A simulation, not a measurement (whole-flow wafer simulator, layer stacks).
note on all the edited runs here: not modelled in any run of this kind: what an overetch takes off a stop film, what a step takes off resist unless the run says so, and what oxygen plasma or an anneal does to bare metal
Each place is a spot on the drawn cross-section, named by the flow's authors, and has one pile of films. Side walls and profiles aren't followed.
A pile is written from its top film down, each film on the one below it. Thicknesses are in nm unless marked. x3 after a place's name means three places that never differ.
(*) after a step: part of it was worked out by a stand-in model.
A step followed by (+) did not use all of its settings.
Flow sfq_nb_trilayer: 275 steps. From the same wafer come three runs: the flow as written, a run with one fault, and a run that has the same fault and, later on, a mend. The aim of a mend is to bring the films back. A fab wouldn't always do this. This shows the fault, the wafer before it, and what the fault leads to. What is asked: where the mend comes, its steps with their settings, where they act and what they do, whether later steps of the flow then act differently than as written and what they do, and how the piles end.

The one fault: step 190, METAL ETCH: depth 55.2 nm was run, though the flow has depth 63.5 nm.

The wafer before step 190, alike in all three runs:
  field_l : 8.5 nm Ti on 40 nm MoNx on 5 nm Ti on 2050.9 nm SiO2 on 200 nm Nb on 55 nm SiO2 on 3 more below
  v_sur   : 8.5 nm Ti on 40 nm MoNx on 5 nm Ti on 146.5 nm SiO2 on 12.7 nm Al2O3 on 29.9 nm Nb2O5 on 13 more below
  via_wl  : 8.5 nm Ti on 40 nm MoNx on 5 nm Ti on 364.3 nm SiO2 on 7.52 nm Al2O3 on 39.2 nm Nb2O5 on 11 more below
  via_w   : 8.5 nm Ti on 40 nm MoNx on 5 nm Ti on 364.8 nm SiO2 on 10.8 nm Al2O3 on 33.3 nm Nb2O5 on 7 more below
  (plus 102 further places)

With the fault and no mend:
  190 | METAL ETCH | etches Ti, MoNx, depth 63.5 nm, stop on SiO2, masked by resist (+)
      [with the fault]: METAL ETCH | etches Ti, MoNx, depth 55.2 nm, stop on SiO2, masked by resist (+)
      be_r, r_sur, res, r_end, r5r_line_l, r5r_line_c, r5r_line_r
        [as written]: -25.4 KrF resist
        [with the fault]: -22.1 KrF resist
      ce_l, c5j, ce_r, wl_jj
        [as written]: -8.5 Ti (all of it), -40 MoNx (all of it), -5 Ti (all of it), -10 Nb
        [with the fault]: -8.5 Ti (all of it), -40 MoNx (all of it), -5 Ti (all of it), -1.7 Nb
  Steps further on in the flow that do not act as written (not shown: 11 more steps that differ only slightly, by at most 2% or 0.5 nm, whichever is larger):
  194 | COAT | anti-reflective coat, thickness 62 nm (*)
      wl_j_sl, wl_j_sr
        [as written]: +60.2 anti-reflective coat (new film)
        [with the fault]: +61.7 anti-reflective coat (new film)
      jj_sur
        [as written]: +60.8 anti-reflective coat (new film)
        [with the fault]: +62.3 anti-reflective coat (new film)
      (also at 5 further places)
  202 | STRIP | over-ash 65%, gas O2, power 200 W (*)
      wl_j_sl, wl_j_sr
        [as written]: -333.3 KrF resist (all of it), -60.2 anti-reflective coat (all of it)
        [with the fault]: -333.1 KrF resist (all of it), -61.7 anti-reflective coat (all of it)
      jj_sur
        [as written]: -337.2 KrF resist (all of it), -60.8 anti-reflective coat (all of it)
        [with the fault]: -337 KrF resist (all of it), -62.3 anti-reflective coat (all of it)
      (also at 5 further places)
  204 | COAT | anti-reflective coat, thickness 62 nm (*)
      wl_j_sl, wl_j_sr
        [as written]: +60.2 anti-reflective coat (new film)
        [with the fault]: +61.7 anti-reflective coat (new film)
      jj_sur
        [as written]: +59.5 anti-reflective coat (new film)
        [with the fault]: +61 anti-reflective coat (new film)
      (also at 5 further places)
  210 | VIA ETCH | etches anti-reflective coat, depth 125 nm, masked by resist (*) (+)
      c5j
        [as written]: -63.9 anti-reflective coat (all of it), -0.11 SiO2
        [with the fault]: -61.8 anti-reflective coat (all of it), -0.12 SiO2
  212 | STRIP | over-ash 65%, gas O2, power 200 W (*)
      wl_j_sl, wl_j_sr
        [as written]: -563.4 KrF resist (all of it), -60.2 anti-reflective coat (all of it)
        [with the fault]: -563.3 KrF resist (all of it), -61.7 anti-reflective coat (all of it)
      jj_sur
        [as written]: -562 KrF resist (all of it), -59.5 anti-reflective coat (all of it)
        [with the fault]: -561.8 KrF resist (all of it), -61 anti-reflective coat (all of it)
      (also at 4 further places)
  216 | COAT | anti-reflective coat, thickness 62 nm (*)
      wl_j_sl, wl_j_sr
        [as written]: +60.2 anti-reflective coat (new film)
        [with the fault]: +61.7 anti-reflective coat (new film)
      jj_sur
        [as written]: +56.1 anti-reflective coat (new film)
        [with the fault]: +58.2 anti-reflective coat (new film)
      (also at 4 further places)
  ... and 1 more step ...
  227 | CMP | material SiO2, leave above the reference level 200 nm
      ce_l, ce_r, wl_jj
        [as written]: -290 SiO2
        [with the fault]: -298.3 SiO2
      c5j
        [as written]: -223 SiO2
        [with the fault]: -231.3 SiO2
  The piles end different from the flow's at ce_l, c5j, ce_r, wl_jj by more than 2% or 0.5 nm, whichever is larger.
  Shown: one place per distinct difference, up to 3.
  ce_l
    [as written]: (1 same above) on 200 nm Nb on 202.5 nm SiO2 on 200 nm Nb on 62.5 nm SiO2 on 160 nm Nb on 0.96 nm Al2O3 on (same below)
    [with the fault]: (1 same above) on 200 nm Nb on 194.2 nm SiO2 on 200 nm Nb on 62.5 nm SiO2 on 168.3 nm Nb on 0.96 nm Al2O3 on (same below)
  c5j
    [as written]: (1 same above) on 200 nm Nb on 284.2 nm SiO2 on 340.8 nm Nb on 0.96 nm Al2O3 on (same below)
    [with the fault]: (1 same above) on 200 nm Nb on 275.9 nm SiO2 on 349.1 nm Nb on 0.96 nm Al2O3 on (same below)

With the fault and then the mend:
  After step 190 comes the mend.
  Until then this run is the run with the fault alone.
  190a | METAL ETCH | etches Ti, MoNx, depth 8.3 nm, stop on SiO2, masked by resist (the flow's step 190, run once more with other settings)
      be_r, r_sur, res, r_end, r5r_line_l, r5r_line_c, r5r_line_r
        -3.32 KrF resist
      ce_l, c5j, ce_r, wl_jj
        -8.3 Nb
  None of the later steps of the flow acts differently than as written at any place that is followed.
  By the end, the piles equal the flow's at every place that both follow.
